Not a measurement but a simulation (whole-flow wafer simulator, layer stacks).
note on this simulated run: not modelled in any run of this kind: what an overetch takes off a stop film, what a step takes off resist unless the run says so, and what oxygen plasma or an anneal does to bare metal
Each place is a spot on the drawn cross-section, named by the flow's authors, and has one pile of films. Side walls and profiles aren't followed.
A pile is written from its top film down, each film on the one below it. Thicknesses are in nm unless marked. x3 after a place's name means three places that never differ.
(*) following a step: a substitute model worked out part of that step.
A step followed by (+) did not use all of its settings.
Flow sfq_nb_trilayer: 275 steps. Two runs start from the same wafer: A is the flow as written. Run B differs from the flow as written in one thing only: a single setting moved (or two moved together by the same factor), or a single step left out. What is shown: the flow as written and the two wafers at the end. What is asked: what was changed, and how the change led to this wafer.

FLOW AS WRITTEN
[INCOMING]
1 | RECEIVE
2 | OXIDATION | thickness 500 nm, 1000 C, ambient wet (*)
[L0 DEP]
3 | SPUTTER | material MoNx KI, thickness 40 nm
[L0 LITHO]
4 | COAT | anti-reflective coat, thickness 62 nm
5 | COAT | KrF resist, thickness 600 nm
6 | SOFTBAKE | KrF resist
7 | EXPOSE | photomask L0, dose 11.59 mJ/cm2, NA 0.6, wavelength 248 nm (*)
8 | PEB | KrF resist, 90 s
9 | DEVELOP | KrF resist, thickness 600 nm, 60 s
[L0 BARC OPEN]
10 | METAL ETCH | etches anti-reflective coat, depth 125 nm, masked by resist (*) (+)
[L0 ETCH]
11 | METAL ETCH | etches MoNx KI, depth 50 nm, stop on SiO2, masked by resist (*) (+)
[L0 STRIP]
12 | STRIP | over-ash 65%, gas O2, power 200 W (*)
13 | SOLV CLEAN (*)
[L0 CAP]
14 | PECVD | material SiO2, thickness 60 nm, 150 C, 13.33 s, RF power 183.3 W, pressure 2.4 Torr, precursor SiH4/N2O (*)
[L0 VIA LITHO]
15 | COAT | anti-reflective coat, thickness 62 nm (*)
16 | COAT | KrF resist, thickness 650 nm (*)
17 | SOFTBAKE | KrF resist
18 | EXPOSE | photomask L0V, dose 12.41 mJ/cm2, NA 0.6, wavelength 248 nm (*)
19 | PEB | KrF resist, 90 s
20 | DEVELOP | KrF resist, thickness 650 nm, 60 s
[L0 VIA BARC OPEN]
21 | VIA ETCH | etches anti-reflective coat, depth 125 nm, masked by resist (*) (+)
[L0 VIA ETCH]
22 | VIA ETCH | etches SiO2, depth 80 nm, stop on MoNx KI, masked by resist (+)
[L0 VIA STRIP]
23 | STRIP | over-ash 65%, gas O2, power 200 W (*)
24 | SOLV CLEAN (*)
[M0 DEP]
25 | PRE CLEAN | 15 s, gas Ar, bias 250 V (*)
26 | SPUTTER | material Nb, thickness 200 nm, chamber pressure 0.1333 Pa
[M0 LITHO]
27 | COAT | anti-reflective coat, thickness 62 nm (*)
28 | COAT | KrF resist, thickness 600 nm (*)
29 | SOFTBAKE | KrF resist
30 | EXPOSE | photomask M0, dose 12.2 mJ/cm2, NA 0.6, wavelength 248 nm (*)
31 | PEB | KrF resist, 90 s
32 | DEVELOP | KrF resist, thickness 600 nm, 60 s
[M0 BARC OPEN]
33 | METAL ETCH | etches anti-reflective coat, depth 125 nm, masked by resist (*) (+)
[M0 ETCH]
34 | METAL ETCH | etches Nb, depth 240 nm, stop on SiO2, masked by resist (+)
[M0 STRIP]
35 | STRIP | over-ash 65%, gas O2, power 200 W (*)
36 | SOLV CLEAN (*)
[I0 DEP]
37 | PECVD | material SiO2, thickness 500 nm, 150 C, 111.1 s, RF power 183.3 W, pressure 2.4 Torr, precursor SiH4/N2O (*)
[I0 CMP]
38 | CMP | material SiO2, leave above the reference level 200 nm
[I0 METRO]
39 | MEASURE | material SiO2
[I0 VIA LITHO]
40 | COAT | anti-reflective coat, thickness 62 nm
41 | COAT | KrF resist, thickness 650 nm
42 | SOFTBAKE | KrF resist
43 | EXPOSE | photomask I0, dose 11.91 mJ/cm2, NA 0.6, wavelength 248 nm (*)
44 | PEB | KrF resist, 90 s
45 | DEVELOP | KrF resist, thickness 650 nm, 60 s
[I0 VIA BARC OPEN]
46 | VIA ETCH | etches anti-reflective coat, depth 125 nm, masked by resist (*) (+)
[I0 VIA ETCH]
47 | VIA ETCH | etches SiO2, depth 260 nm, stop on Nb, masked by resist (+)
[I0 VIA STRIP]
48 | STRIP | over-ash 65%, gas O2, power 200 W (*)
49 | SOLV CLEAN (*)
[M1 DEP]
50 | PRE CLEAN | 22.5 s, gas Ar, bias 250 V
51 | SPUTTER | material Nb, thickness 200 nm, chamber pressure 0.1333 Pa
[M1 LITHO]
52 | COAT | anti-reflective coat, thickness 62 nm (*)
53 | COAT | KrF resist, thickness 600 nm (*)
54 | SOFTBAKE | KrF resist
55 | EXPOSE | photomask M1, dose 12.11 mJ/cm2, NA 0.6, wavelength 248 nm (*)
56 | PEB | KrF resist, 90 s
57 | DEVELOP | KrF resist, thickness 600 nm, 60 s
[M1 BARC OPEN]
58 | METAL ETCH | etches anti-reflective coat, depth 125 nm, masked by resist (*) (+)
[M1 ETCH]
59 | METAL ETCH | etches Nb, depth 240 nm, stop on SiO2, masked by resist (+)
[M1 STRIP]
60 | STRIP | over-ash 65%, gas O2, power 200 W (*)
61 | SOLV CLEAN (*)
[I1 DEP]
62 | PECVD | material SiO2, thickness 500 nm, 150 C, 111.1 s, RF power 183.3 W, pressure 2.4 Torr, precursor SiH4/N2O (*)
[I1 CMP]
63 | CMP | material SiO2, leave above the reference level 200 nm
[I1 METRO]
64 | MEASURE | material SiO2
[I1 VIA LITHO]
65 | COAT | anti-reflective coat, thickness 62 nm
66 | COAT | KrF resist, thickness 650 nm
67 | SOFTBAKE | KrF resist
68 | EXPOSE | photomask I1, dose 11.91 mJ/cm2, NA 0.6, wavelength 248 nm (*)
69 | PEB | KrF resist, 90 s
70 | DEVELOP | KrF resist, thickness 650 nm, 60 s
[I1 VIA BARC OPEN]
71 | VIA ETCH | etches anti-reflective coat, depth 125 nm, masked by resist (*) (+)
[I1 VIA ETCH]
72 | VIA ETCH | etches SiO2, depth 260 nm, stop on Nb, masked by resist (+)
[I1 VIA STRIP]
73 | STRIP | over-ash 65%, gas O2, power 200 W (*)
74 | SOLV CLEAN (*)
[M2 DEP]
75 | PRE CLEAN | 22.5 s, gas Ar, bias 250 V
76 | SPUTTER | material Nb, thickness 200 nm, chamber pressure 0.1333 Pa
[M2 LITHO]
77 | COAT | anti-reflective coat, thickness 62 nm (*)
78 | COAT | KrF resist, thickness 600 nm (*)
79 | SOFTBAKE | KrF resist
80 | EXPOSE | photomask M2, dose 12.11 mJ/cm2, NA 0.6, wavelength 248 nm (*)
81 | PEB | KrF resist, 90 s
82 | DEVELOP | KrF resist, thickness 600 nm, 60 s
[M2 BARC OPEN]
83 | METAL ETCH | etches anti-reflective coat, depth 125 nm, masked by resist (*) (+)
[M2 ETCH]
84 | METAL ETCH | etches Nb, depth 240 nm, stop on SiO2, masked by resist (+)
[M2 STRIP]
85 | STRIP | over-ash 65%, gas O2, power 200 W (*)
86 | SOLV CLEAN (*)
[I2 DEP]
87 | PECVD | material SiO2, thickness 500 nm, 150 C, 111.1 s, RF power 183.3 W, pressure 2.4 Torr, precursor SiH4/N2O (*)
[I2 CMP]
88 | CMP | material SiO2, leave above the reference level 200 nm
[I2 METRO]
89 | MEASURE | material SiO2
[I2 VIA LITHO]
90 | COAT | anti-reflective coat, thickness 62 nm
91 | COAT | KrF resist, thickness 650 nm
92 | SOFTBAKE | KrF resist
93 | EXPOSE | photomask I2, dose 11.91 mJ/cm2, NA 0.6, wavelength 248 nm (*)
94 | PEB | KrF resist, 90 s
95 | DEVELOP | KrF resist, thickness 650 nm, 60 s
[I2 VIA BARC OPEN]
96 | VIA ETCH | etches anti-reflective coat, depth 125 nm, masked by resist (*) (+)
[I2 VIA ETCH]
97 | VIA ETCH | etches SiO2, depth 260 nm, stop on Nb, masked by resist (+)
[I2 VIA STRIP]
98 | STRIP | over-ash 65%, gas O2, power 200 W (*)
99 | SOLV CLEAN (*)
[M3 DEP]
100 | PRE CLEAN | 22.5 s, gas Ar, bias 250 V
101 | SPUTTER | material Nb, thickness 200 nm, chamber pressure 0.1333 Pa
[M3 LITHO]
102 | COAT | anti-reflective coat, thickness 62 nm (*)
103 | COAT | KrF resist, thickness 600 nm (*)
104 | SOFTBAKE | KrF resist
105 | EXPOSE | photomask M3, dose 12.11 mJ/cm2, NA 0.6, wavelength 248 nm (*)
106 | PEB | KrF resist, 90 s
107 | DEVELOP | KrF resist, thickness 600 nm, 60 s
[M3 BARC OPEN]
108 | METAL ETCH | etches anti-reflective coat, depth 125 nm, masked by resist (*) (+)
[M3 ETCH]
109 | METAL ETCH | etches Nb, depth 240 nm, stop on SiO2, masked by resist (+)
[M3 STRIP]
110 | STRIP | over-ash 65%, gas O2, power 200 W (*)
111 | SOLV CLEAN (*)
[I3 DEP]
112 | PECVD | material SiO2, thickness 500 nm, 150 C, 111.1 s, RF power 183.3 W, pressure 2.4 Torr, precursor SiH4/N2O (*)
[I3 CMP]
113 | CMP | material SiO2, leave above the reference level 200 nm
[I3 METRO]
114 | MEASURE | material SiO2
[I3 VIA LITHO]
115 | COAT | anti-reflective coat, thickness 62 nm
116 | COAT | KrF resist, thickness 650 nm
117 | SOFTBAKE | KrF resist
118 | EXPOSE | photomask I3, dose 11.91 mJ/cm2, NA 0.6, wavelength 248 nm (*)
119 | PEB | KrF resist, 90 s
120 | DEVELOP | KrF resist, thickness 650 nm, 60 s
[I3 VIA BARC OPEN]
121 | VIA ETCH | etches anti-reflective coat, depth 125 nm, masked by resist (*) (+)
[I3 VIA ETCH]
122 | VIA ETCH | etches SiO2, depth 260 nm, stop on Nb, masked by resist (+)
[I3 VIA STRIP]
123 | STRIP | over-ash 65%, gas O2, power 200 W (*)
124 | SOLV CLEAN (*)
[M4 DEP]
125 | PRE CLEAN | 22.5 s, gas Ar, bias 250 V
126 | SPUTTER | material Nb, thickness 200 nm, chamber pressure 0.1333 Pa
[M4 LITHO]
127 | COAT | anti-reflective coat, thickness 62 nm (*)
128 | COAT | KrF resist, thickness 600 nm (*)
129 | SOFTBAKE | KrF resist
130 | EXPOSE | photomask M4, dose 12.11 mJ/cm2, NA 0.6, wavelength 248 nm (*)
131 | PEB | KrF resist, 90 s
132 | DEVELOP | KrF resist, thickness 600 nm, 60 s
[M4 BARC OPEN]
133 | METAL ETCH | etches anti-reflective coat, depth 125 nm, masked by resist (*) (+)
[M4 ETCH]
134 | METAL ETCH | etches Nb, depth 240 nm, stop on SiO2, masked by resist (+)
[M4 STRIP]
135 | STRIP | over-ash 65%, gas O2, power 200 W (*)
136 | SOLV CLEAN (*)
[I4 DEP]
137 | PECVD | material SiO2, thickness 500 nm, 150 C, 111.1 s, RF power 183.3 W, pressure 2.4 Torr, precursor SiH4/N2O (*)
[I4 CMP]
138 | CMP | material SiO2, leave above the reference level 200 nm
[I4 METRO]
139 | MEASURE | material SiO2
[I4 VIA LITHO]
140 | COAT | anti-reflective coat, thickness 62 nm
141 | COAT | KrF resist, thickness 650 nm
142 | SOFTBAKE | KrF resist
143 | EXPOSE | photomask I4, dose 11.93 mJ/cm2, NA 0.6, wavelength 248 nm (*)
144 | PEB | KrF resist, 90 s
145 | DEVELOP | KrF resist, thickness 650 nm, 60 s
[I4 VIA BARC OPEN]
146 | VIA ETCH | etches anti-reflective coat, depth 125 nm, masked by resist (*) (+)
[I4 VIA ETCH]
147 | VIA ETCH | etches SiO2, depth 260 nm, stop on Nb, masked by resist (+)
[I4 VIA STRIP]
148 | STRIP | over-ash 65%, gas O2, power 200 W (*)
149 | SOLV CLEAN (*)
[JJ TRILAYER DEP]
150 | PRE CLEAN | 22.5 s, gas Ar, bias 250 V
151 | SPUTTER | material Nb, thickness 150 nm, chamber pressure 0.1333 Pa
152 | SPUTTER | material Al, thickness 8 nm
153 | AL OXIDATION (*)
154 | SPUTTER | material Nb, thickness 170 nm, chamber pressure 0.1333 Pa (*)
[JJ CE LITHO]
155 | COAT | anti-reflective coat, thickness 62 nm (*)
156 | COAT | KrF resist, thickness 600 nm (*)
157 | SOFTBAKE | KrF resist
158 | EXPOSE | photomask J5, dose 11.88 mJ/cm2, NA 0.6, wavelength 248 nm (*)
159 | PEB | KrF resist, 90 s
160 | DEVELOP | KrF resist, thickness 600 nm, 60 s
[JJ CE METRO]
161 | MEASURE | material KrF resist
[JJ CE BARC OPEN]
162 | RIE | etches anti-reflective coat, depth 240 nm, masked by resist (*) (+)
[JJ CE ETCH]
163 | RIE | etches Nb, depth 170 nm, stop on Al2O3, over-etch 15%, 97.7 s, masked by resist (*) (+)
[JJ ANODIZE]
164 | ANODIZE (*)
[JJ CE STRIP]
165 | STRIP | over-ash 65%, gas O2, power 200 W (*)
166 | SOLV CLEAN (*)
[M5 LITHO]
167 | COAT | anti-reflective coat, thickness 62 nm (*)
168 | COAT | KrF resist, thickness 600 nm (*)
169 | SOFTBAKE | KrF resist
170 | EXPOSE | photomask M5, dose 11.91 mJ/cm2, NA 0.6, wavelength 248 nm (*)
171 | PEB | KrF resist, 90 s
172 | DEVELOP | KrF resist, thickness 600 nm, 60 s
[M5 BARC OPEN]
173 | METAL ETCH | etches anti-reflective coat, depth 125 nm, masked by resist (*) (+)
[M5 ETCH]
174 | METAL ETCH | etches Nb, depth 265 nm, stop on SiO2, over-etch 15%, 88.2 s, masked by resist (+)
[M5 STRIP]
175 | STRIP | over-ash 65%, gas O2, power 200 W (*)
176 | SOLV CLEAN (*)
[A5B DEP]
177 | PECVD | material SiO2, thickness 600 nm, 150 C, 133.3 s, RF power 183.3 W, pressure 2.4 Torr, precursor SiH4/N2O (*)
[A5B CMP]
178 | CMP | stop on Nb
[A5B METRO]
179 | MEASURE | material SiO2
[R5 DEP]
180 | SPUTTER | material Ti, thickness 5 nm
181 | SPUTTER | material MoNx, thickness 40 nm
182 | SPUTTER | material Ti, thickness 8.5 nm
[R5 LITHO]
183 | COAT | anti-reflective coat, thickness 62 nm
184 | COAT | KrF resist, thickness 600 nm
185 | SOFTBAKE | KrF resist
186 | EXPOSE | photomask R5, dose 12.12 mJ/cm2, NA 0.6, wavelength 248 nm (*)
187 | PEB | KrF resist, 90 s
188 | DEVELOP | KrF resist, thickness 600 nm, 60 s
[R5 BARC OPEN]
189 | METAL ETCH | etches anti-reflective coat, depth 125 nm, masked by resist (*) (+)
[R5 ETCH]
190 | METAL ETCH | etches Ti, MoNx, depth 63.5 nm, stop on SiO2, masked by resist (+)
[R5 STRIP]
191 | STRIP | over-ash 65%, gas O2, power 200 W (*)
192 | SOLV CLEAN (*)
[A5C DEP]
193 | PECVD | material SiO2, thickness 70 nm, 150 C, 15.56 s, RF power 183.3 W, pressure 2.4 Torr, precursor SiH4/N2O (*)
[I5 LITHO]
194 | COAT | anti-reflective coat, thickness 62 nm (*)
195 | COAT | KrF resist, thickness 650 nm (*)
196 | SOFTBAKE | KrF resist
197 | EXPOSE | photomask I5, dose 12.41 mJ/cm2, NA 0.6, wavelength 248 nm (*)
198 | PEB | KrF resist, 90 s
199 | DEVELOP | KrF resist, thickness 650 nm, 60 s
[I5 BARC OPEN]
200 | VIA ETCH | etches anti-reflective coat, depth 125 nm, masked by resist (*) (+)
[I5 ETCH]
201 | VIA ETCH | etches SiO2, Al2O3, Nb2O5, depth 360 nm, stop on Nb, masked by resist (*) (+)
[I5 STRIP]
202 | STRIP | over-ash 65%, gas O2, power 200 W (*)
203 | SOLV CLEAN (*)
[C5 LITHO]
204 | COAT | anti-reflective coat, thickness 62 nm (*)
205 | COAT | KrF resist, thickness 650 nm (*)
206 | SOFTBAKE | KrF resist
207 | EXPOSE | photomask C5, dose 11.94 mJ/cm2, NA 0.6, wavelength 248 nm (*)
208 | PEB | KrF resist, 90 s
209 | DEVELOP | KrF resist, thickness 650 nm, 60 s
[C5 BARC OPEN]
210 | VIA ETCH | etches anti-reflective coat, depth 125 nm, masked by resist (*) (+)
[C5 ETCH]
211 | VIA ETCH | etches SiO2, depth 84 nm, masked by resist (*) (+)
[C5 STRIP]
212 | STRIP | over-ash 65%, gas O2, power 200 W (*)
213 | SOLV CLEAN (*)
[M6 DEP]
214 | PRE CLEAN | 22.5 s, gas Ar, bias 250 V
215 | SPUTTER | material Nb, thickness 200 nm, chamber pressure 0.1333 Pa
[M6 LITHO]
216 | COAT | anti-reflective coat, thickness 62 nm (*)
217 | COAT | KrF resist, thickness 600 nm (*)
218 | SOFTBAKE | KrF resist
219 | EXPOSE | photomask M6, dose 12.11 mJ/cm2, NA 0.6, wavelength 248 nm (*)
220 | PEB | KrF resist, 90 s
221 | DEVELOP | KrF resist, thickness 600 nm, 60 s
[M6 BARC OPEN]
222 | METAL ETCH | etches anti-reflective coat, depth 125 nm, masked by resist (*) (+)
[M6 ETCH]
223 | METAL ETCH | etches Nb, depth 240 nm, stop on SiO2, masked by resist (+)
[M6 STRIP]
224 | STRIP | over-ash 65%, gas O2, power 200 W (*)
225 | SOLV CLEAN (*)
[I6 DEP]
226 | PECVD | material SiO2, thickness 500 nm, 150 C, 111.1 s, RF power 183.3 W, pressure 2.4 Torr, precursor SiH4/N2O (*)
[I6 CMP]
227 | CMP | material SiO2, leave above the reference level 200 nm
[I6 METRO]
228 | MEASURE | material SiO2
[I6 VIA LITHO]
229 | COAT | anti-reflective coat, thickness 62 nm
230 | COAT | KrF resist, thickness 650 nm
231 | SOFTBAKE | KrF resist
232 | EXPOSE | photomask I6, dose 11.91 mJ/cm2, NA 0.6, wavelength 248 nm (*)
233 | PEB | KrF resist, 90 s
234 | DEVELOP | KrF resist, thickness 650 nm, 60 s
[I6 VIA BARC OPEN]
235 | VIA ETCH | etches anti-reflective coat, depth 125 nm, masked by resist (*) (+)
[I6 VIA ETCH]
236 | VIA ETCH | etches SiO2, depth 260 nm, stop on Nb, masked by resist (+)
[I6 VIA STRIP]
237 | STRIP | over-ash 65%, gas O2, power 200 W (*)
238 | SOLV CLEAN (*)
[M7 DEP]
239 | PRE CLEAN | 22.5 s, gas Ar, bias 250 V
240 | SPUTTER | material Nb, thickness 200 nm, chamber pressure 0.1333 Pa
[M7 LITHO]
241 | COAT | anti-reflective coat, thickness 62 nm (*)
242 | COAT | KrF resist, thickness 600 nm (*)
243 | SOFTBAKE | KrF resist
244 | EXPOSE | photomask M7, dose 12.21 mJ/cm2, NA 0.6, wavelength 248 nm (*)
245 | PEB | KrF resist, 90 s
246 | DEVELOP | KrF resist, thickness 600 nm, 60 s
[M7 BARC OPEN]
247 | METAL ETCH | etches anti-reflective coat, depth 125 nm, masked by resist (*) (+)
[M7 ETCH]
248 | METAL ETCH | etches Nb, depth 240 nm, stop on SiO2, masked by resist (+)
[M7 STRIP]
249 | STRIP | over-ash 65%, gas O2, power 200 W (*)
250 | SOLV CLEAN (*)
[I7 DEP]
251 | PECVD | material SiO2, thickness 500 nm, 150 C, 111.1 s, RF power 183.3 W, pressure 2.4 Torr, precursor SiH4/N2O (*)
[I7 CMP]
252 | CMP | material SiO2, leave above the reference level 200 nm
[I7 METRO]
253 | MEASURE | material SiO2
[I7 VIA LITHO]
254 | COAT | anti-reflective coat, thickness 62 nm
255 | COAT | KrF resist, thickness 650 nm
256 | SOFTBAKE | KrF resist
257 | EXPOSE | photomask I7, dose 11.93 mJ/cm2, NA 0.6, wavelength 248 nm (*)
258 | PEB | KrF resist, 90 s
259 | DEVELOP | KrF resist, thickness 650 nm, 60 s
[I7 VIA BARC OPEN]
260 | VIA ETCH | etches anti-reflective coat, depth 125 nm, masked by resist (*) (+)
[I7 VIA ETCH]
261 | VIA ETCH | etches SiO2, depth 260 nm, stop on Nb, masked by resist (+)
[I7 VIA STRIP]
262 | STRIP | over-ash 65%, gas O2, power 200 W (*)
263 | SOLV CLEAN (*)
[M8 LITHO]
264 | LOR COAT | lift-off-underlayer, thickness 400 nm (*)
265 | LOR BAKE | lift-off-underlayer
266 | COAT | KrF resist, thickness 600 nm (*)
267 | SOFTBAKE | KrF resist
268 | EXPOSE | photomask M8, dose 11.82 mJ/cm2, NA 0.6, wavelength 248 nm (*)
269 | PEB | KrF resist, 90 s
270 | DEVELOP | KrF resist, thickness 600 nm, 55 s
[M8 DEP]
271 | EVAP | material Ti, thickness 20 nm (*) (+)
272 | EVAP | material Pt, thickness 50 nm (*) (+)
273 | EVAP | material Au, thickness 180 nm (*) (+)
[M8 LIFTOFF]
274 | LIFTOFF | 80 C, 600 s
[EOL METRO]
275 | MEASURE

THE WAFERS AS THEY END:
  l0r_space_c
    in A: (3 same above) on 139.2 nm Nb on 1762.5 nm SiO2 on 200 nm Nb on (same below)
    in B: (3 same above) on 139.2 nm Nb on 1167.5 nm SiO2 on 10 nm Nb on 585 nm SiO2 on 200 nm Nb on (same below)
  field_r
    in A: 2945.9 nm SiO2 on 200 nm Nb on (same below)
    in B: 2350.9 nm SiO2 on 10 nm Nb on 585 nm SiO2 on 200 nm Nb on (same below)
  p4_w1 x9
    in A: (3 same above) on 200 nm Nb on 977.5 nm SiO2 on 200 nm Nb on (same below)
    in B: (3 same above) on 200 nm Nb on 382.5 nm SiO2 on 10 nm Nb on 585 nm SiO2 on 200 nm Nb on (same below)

The reason: step 84, METAL ETCH: depth 190 nm was run, though the flow has depth 240 nm.

Step by step, how the change led to this:
  84 | METAL ETCH | etches Nb, depth 240 nm, stop on SiO2, masked by resist (+)
      field_l, be, be_sur and 81 more: A -200 Nb (all of it) | B -190 Nb
      v_sur, via_wl, via_w and 19 more: A -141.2 KrF resist | B -111.8 KrF resist
  85 | STRIP | over-ash 65%, gas O2, power 200 W (*)
      wl_j_sl, wl_jj, wl_j_sr and 12 more: A -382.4 KrF resist (all of it), -62 anti-reflective coat (all of it) | B -411.8 KrF resist (all of it), -62 anti-reflective coat (all of it)
      v_sur: A -380 KrF resist (all of it), -61.4 anti-reflective coat (all of it) | B -409.5 KrF resist (all of it), -61.4 anti-reflective coat (all of it)
      (as well as at 6 more places)
  87 | PECVD | material SiO2, thickness 500 nm, 150 C, 111.1 s, RF power 183.3 W, pressure 2.4 Torr, precursor SiH4/N2O (*)
      field_l, be, be_sur and 81 more: A +500 SiO2 | B +500 SiO2 (new film)
  88 | CMP | material SiO2, leave above the reference level 200 nm
      field_l, be, be_sur and 81 more: A -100 SiO2 | B -110 SiO2
With metal films that touch counted as one body, l0r_space_c has 3 bodies (between them, from the top down: SiO2 1167.5; SiO2 585); the flow as written gives 2 bodies (between them, from the top down: SiO2 1762.5).
With metal films that touch counted as one body, field_r has 2 bodies (between them, from the top down: SiO2 585); the flow as written gives 1 body.
With metal films that touch counted as one body, p4_w1 x9 has 4 bodies (between them, from the top down: SiO2 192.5; SiO2 382.5; SiO2 585); the flow as written gives 3 bodies (between them, from the top down: SiO2 192.5; SiO2 977.5).
